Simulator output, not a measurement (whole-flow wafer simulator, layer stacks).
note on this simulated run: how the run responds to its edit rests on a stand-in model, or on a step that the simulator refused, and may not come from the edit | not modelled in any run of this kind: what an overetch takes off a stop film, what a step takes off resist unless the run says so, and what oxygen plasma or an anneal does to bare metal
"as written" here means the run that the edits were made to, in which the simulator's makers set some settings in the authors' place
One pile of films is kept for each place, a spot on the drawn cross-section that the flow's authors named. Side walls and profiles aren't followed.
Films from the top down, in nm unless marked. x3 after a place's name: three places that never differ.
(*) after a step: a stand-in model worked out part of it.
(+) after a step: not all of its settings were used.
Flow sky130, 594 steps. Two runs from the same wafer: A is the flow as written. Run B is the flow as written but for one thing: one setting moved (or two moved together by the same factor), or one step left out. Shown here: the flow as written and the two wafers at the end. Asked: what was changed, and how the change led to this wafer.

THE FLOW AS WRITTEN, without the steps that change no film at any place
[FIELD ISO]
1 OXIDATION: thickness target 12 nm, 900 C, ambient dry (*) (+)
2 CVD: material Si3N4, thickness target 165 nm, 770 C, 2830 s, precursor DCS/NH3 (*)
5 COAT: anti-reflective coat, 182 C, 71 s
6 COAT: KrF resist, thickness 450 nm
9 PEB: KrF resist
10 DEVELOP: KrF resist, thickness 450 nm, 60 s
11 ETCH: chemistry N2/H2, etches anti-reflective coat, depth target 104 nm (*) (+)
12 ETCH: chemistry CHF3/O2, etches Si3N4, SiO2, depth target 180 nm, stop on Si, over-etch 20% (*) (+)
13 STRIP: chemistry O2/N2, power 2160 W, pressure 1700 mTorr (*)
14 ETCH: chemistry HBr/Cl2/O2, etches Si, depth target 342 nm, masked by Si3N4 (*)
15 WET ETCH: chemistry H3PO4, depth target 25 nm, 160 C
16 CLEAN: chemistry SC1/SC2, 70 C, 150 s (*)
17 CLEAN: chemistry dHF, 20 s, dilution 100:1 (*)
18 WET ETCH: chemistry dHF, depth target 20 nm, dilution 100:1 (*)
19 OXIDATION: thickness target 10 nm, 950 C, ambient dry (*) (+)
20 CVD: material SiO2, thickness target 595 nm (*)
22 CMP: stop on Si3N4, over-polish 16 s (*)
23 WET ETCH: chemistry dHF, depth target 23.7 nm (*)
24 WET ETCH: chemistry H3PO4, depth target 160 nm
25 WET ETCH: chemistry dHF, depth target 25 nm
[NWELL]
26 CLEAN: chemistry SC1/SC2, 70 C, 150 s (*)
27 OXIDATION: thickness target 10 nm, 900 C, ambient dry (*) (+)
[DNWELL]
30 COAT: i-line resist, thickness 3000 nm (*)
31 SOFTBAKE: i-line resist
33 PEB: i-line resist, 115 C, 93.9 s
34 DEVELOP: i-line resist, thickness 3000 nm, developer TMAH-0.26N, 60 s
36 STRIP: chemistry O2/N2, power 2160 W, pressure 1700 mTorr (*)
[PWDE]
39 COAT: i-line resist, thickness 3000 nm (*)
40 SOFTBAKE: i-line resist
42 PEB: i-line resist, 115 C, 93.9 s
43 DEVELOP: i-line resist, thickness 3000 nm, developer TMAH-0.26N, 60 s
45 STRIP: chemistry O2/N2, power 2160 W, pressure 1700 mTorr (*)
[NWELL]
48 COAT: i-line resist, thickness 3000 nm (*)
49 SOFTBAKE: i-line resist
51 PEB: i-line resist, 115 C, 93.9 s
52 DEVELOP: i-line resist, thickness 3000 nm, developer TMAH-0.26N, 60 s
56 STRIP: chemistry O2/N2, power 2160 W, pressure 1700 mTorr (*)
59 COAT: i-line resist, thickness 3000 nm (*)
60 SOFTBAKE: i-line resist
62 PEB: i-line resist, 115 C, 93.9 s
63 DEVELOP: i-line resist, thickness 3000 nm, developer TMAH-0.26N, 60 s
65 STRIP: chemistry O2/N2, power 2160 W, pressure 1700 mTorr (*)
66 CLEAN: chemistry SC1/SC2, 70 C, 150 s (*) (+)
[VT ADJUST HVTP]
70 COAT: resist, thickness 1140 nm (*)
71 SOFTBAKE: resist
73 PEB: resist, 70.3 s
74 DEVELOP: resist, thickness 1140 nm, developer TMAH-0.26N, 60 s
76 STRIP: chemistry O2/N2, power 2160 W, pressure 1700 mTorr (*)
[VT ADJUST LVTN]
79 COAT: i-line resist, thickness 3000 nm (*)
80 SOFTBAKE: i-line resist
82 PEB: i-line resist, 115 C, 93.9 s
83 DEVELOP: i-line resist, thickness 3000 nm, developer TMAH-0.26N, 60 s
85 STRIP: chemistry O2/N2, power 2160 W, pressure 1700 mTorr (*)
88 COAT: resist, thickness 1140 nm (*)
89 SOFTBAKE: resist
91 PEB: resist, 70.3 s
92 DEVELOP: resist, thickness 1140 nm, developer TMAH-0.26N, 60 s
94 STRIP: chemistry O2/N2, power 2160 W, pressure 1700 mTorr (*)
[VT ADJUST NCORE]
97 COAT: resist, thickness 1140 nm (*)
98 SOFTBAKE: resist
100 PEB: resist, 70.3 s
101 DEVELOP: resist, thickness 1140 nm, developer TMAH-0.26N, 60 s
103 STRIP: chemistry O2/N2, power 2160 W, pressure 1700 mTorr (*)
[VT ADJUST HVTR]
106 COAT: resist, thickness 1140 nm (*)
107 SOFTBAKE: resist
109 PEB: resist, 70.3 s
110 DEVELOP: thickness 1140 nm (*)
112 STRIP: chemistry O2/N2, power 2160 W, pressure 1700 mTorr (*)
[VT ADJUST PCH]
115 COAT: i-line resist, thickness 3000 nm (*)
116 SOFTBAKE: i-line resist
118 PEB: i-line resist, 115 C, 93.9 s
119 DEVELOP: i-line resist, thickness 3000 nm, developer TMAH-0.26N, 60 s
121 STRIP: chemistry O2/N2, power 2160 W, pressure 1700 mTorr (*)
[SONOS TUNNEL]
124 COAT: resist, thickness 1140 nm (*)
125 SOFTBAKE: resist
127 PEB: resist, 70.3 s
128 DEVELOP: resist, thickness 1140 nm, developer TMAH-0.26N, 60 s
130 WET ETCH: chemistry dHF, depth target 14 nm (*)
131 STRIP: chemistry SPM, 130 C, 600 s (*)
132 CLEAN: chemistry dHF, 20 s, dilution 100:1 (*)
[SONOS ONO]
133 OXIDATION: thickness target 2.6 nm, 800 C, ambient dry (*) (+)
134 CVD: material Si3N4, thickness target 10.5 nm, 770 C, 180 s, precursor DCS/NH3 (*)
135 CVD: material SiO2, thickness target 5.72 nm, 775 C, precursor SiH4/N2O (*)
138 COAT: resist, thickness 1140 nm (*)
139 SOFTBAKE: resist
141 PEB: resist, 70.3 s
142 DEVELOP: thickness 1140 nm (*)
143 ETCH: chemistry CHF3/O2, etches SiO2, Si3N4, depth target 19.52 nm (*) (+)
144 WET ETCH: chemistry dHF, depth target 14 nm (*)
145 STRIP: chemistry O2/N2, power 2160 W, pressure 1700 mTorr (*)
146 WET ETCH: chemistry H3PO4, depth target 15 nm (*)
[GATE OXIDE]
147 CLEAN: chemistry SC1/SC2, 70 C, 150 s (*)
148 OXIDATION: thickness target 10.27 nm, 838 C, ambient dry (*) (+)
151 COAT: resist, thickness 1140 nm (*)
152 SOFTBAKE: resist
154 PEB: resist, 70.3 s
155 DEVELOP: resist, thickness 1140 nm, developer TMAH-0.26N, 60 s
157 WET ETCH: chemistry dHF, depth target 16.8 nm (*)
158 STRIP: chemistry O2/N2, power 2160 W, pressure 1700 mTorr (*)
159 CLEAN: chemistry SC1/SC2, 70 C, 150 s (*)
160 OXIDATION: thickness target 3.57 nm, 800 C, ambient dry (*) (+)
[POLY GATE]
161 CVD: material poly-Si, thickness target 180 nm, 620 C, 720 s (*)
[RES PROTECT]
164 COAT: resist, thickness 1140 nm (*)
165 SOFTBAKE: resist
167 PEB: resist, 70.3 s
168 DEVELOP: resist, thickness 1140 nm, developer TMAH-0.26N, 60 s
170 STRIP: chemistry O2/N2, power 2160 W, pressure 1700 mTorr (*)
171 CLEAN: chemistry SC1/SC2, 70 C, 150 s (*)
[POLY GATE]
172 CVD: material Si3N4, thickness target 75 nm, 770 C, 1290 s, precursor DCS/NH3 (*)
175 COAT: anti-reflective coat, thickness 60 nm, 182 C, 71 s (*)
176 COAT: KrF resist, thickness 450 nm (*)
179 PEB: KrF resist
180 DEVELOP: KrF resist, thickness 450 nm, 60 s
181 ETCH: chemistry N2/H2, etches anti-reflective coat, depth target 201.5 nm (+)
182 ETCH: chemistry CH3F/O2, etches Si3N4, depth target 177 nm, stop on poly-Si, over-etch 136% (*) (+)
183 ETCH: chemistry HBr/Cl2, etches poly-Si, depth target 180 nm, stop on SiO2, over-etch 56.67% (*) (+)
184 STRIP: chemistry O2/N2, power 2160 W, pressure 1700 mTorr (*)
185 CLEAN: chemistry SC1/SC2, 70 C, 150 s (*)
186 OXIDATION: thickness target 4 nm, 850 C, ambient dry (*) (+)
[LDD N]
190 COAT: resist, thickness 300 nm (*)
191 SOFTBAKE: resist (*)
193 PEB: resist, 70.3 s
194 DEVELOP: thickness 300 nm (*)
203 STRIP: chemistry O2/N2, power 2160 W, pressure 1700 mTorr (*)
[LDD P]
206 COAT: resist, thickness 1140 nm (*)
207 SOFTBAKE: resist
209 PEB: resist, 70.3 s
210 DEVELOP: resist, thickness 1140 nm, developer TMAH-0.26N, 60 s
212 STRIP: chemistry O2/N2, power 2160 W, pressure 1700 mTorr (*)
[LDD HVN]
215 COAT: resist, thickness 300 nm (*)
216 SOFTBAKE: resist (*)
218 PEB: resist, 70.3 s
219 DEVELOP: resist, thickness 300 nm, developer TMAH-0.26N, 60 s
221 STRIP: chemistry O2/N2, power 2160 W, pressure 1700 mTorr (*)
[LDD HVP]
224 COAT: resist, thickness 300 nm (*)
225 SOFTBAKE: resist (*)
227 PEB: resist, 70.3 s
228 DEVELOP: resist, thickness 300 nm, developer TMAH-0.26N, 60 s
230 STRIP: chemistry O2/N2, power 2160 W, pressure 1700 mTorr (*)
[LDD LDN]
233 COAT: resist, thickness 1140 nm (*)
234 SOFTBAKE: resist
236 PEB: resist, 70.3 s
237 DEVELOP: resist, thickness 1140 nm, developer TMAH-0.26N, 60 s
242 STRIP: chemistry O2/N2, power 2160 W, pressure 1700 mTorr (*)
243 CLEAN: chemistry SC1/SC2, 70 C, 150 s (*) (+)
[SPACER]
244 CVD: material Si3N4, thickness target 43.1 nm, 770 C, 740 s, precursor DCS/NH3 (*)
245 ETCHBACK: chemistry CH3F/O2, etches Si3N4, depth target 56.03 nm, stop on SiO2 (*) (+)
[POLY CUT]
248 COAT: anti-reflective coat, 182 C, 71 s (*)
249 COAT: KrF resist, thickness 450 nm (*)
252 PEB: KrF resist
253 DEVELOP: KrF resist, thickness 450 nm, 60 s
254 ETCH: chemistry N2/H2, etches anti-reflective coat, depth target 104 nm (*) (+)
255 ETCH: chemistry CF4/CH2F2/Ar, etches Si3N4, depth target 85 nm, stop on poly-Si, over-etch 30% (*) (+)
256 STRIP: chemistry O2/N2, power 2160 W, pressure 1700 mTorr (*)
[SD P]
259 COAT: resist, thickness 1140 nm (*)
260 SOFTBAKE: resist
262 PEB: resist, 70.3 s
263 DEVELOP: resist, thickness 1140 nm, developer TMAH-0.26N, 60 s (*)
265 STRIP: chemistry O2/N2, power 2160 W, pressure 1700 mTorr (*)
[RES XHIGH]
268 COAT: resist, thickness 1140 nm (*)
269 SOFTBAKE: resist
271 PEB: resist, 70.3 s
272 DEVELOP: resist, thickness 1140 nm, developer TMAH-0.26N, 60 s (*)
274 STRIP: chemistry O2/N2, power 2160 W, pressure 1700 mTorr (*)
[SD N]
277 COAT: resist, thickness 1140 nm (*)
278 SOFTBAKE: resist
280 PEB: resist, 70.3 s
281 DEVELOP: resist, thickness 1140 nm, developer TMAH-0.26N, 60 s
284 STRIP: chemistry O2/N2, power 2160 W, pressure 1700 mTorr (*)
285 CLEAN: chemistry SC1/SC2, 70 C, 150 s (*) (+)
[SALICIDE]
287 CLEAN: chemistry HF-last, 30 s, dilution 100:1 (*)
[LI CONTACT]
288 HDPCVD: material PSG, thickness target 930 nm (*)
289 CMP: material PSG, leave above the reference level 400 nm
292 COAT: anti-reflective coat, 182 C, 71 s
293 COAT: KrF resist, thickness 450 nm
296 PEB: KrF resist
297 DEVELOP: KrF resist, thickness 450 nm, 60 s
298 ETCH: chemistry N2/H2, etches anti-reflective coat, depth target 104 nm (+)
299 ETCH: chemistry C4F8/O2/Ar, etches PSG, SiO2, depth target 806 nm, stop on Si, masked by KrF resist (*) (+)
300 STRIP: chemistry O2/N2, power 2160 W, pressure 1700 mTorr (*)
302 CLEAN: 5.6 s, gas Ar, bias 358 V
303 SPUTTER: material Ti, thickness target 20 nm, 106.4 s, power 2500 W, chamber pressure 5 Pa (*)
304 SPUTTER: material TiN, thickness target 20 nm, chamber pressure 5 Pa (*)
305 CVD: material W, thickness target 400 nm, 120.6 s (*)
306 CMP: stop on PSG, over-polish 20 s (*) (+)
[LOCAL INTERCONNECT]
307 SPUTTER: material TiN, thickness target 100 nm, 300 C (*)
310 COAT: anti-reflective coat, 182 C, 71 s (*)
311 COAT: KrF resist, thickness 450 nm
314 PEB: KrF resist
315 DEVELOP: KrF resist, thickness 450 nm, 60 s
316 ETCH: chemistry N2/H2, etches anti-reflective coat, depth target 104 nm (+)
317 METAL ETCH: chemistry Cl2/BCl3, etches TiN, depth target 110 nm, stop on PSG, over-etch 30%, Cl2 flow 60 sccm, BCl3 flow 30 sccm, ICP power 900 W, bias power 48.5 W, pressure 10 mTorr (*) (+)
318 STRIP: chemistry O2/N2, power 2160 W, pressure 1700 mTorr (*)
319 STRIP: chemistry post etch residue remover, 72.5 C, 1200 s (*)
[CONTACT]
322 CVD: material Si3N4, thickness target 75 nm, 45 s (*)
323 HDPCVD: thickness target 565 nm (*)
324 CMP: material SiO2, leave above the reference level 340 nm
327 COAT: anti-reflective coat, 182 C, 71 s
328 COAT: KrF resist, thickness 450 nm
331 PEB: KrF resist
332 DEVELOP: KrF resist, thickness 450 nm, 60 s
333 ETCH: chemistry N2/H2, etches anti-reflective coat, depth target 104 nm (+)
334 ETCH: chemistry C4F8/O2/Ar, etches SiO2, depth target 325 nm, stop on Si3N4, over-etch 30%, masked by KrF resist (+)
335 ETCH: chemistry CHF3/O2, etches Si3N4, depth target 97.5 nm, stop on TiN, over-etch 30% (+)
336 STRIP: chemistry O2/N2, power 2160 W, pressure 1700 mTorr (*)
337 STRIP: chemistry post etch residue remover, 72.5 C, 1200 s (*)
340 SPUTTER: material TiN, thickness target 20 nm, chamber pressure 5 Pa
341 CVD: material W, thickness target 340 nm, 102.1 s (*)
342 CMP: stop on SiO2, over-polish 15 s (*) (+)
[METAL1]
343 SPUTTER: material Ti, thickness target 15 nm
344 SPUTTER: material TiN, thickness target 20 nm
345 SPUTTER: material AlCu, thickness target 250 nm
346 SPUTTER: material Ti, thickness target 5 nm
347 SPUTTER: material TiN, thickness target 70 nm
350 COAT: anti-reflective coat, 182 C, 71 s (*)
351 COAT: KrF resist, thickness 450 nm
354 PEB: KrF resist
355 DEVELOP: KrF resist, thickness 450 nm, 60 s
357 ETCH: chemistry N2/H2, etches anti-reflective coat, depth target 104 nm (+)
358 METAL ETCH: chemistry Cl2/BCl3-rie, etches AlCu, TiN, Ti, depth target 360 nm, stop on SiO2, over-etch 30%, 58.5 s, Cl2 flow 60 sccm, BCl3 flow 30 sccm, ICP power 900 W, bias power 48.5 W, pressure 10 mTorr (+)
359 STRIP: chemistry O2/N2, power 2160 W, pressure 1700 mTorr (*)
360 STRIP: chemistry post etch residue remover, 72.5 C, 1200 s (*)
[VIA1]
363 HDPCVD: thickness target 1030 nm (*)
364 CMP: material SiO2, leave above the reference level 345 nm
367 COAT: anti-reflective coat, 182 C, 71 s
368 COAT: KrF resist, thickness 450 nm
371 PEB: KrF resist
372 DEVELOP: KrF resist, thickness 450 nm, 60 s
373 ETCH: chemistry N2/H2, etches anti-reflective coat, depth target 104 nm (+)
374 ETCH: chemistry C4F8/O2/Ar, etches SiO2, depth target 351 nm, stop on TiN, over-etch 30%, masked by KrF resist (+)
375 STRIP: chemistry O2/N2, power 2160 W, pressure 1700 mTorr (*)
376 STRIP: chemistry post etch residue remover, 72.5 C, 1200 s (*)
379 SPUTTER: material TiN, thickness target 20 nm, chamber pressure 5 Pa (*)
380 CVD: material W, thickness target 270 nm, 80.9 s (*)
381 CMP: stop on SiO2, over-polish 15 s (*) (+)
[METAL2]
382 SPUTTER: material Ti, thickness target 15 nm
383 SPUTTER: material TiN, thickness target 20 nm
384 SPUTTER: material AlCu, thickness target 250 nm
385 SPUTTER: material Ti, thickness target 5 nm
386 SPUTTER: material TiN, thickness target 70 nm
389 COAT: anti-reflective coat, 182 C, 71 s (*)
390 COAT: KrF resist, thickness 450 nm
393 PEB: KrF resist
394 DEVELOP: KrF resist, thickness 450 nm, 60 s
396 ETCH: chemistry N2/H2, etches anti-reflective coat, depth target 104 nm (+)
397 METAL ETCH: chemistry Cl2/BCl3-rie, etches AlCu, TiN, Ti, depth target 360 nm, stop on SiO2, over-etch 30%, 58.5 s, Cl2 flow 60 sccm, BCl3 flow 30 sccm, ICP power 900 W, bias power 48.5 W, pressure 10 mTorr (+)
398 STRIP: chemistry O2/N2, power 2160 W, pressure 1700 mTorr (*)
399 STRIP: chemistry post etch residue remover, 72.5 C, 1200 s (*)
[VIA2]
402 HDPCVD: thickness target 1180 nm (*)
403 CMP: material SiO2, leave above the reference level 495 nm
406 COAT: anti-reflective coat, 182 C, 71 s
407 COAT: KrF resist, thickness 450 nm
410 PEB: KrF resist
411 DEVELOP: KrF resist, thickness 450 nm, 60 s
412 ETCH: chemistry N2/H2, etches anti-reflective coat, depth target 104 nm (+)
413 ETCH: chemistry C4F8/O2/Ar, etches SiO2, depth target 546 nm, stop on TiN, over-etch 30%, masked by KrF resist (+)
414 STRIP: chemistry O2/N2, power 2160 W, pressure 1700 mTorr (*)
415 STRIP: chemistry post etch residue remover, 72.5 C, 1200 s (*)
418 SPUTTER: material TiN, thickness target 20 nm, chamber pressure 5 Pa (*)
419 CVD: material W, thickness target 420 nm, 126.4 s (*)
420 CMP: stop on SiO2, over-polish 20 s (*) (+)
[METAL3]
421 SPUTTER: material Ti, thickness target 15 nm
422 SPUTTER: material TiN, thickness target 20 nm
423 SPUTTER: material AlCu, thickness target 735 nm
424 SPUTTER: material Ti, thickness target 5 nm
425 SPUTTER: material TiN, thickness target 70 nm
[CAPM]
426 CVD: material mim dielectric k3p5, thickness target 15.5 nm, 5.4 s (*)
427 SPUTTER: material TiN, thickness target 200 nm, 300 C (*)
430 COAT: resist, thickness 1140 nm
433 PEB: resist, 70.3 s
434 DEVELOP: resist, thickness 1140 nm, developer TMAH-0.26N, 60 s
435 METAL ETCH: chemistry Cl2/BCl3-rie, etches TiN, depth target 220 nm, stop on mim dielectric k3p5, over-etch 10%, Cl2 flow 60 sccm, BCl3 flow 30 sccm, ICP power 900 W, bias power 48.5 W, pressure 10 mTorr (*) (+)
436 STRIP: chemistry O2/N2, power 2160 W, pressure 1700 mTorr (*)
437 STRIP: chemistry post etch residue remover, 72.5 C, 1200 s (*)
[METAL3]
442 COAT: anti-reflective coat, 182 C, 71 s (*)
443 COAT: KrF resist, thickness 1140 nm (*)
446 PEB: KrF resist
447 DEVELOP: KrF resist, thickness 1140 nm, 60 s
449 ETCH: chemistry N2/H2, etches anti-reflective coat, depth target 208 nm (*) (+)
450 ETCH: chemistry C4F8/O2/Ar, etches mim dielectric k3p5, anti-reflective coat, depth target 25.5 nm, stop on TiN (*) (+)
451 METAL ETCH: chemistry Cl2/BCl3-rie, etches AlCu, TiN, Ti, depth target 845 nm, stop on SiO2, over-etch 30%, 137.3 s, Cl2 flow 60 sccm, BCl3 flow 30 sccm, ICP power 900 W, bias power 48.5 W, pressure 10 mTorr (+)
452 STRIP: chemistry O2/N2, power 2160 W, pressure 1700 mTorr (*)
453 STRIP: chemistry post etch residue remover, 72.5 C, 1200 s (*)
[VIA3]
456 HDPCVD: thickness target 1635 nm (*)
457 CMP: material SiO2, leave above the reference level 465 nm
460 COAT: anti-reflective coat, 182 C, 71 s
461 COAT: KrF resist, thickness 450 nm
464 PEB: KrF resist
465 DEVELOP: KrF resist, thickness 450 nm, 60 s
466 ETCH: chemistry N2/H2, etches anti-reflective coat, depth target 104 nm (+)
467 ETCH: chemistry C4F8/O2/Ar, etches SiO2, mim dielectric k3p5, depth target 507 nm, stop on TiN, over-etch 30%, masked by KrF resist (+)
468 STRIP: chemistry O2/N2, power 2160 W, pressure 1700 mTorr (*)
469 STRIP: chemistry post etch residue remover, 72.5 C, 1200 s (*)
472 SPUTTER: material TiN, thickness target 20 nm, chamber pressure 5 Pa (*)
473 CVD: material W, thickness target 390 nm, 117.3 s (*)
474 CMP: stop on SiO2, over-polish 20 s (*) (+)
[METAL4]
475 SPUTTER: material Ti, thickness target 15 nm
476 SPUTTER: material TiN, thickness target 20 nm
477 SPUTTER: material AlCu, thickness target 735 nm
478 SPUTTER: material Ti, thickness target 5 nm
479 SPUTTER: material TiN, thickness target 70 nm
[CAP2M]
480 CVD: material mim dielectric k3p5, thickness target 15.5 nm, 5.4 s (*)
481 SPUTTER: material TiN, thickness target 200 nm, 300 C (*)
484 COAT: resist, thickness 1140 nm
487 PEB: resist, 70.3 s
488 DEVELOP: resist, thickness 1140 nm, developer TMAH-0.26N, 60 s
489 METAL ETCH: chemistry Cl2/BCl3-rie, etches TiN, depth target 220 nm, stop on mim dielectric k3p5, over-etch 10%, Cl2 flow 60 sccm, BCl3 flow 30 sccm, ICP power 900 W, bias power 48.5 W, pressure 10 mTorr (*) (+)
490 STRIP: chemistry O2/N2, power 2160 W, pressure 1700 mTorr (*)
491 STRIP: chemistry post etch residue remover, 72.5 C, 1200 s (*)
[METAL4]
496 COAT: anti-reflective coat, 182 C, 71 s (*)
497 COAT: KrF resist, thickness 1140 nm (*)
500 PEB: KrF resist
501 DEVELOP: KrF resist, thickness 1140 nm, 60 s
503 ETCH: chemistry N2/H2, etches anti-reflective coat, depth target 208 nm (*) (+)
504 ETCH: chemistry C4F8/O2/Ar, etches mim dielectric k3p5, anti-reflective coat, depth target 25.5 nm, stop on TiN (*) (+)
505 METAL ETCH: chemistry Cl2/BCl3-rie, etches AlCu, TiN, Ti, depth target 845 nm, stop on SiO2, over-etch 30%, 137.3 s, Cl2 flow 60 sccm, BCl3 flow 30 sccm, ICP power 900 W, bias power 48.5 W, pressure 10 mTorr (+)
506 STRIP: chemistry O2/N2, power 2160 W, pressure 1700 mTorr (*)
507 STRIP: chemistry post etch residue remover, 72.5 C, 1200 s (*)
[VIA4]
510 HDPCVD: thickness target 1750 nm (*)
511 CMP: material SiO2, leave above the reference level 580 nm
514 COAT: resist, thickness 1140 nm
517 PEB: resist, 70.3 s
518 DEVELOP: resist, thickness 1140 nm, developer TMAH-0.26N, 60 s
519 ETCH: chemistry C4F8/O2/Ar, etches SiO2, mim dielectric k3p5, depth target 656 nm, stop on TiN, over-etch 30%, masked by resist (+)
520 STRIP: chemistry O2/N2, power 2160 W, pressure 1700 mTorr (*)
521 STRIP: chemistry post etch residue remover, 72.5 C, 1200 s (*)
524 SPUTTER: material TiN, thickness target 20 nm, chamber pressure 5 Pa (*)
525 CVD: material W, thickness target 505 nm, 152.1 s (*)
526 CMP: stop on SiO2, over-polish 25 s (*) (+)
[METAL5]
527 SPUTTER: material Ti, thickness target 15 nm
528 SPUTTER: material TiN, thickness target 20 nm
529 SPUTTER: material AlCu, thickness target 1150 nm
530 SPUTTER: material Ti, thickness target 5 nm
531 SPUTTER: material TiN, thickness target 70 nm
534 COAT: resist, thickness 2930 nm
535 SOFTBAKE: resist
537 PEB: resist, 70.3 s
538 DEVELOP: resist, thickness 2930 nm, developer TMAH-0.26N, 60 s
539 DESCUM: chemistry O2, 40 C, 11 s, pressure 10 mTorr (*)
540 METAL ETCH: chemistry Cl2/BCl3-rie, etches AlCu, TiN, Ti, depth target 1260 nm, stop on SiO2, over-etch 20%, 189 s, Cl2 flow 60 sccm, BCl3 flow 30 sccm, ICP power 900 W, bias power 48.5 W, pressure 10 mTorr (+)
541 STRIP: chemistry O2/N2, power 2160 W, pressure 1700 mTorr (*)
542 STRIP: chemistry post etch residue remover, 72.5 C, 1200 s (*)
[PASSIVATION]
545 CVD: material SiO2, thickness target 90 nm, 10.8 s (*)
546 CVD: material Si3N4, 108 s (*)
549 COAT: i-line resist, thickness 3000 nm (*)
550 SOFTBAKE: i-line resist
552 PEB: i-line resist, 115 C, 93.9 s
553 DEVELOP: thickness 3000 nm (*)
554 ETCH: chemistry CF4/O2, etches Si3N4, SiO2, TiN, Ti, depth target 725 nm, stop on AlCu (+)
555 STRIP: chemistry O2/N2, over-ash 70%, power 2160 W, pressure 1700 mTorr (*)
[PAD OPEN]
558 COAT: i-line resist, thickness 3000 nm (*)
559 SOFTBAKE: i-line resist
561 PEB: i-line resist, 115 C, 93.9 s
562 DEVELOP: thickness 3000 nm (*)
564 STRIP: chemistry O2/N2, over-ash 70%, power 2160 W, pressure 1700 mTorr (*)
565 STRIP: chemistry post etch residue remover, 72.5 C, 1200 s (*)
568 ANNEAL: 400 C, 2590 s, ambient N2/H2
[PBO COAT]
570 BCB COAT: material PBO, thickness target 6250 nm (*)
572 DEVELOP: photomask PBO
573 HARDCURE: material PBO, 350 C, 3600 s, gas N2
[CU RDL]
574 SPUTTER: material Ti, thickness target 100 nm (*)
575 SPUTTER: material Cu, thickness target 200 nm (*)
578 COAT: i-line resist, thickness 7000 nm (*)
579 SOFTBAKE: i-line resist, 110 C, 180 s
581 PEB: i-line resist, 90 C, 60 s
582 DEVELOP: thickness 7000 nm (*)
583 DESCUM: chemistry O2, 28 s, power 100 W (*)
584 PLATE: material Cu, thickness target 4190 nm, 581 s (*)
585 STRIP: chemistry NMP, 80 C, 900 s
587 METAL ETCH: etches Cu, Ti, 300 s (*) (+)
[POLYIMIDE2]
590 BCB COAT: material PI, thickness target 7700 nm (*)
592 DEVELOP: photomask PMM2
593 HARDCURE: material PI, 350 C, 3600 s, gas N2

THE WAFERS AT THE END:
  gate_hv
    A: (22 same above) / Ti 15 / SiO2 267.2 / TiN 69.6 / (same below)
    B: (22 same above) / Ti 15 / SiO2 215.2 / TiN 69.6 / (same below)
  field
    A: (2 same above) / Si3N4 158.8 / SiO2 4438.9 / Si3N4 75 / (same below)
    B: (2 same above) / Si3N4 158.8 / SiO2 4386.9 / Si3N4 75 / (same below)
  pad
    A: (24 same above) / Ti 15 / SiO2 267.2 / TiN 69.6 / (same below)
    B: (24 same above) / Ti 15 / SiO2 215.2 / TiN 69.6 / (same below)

The cause: step 364, CMP: leave above the reference level 293 nm was run, where the flow has leave above the reference level 345 nm.

How the change led to this, step by step:
  364 CMP: material SiO2, leave above the reference level 345 nm
      n_well, p_well, gate_hv and 100 more: A SiO2 -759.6 | B SiO2 -811.6
      field, active, gate and 81 more: A SiO2 -389.1 | B SiO2 -441.1
      (and at 4 more places)
  374 ETCH: chemistry C4F8/O2/Ar, etches SiO2, depth target 351 nm, stop on TiN, over-etch 30%, masked by KrF resist (+)
      field, active, n_well and 186 more: A KrF resist -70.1 | B KrF resist -56.6
      m1, via1_hole: A SiO2 -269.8 (all of it) | B SiO2 -217.8 (all of it)
  375 STRIP: chemistry O2/N2, power 2160 W, pressure 1700 mTorr (*)
      field, active, n_well and 186 more: A KrF resist -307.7 (all of it), anti-reflective coat -80 (all of it) | B KrF resist -321.2 (all of it), anti-reflective coat -80 (all of it)
  379 SPUTTER: material TiN, thickness target 20 nm, chamber pressure 5 Pa (*)
      m1: A TiN +11 | B TiN +12
      via1_hole: A TiN +10.9 | B TiN +12
  380 CVD: material W, thickness target 270 nm, 80.9 s (*)
      m1: A W +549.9 (new film) | B W +496.8 (new film)
      via1_hole: A W +549.9 (new film) | B W +496.9 (new film)
